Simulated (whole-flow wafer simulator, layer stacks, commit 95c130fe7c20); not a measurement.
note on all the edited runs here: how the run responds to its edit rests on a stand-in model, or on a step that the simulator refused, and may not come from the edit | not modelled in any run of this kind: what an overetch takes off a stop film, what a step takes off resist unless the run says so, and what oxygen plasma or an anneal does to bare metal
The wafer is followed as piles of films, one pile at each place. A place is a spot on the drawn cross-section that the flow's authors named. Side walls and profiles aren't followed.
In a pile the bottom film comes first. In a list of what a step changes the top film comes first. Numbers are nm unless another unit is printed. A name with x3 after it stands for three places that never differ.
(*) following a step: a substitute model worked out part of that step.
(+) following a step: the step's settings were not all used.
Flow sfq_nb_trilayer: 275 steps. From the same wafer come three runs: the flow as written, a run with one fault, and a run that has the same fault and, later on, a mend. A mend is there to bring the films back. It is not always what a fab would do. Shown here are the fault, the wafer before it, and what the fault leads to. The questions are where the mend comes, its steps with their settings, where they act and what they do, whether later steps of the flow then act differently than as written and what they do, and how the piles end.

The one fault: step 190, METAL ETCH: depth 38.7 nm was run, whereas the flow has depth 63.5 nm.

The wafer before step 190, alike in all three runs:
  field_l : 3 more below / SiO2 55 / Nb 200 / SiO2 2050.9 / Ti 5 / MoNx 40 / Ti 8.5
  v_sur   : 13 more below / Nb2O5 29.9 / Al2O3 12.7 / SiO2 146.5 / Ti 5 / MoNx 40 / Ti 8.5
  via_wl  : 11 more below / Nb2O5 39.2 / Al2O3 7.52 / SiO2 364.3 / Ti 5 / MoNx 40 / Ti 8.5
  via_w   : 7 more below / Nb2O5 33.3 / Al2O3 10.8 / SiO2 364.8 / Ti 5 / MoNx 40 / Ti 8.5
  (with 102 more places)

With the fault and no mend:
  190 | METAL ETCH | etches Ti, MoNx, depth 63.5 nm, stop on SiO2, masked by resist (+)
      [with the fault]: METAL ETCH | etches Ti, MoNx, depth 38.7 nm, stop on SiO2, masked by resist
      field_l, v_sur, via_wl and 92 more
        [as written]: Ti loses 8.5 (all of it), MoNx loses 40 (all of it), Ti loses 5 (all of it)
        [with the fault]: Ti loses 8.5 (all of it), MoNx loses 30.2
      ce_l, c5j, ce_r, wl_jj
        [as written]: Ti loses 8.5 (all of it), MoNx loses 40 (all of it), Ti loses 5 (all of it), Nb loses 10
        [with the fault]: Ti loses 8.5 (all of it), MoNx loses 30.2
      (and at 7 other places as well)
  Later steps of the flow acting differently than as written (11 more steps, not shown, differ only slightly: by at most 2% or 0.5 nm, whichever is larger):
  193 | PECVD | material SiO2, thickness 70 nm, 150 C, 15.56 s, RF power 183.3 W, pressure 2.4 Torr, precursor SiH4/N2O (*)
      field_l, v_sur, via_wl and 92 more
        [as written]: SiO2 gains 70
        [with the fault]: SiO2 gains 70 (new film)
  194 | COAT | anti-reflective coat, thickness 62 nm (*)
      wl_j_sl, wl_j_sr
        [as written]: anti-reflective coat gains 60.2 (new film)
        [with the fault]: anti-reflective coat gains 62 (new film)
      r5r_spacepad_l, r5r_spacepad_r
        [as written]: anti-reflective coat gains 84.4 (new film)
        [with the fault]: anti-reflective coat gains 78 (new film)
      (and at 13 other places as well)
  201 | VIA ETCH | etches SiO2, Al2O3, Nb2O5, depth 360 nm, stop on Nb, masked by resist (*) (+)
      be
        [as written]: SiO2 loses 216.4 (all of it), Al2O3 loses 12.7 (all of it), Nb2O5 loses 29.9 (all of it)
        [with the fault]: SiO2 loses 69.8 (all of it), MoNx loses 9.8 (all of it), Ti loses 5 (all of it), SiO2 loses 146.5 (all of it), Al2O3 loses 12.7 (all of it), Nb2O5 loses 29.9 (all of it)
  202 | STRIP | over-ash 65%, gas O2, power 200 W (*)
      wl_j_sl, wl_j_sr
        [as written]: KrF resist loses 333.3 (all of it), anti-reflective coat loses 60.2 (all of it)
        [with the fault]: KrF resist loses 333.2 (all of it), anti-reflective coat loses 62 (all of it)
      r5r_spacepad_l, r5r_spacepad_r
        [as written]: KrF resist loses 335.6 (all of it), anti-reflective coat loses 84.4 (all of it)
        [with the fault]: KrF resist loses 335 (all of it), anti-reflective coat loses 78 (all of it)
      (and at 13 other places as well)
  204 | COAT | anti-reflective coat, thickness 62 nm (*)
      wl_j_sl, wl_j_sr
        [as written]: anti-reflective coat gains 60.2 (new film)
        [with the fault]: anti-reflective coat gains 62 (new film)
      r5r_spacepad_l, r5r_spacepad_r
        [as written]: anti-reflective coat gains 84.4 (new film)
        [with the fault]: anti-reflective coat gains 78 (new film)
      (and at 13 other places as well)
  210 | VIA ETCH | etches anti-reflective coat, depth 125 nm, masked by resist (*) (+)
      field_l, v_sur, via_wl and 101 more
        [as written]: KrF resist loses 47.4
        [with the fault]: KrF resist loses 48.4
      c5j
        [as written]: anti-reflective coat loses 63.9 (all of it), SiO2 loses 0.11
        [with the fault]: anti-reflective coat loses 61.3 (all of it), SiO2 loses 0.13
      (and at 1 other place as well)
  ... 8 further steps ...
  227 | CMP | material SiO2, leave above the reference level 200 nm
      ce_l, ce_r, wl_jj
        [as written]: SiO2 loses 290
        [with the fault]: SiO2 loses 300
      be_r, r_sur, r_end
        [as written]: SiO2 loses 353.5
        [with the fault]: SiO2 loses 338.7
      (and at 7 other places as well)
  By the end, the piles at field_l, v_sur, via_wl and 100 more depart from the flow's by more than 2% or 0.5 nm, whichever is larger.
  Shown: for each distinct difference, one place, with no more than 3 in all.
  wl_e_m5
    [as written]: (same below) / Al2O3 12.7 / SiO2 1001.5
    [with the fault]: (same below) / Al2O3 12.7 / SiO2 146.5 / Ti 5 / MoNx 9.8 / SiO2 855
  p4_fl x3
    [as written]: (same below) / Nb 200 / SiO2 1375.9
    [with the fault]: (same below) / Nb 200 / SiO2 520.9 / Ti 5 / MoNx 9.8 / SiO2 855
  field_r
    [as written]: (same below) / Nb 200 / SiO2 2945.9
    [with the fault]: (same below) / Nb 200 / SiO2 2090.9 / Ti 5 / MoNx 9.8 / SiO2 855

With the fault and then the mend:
  The mend follows step 191.
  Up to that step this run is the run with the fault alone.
  191a | COAT | anti-reflective coat, thickness 62 nm (*) (the flow's step 183, run once more)
      p4_fl x3, p4_w1 x9, p4_g1 x2 and 57 more
        anti-reflective coat gains 62 (new film)
      field_l, v_sur, via_wl and 8 more
        anti-reflective coat gains 62.2 (new film)
      be, be_sur, lsp_m, ln_m6
        anti-reflective coat gains 62.3 (new film)
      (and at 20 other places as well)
  191b | COAT | KrF resist, thickness 600 nm (*) (the flow's step 184, run once more)
      p4_fl x3, p4_w1 x9, p4_g1 x2 and 57 more
        KrF resist gains 600 (new film)
      via_wl, via_w, via_wr, l0v
        KrF resist gains 600.5 (new film)
      r5r_line_l, r5r_line_c, r5r_line_r
        KrF resist gains 589.2 (new film)
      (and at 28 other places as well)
  191c | SOFTBAKE | KrF resist (the flow's step 185, run once more)
      alters no film at any place that is followed
  191d | EXPOSE | photomask R5, dose 12.12 mJ/cm2, NA 0.6, wavelength 248 nm (*) (the flow's step 186, run once more)
      alters no film at any place that is followed
  191e | PEB | KrF resist, 90 s (the flow's step 187, run once more)
      field_l, v_sur, via_wl and 78 more
        KrF resist loses 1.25
      wire, be, be_sur and 13 more
        KrF resist loses 1.26
      be_r, r_sur, res, r_end
        KrF resist loses 1.22
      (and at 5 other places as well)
  191f | DEVELOP | KrF resist, thickness 600 nm, 60 s (the flow's step 188, run once more)
      p4_fl x3, p4_w1 x9, p4_g1 x2 and 57 more
        KrF resist loses 598.7 (all of it)
      be_r, r_sur, res, r_end, r5r_line_l, r5r_line_c, r5r_line_r
        KrF resist loses 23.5
      field_l, v_sur, via_wl, via_w
        KrF resist loses 599.2 (all of it)
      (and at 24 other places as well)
  191g | METAL ETCH | etches anti-reflective coat, depth 125 nm, masked by resist (*) (+) (the flow's step 189, run once more)
      p4_fl x3, p4_w1 x9, p4_g1 x2 and 57 more
        anti-reflective coat loses 62 (all of it)
      field_l, v_sur, via_wl and 8 more
        anti-reflective coat loses 62.2 (all of it)
      be_r, r_sur, res, r_end, r5r_line_l, r5r_line_c, r5r_line_r
        KrF resist loses 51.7
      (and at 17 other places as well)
  191h | METAL ETCH | etches Ti, MoNx, depth 24.8 nm, stop on SiO2, masked by resist (+) (the flow's step 190, run once more with other settings)
      field_l, v_sur, via_wl and 92 more
        MoNx loses 9.8 (all of it), Ti loses 5 (all of it)
      be_r, r_sur, res, r_end, r5r_line_l, r5r_line_c, r5r_line_r
        KrF resist loses 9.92
      ce_l, c5j, ce_r, wl_jj
        MoNx loses 9.8 (all of it), Ti loses 5 (all of it), Nb loses 10
  191i | STRIP | over-ash 65%, gas O2, power 200 W (*) (the flow's step 191, run once more)
      r5r_line_l, r5r_line_c, r5r_line_r
        KrF resist loses 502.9 (all of it), anti-reflective coat loses 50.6 (all of it)
      be_r
        KrF resist loses 497.7 (all of it), anti-reflective coat loses 55.4 (all of it)
      r_sur
        KrF resist loses 497.6 (all of it), anti-reflective coat loses 58.5 (all of it)
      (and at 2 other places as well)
  None of the later steps of the flow acts differently than as written at any place that is followed.
  At every place that both follow, the piles at the end match the flow's.
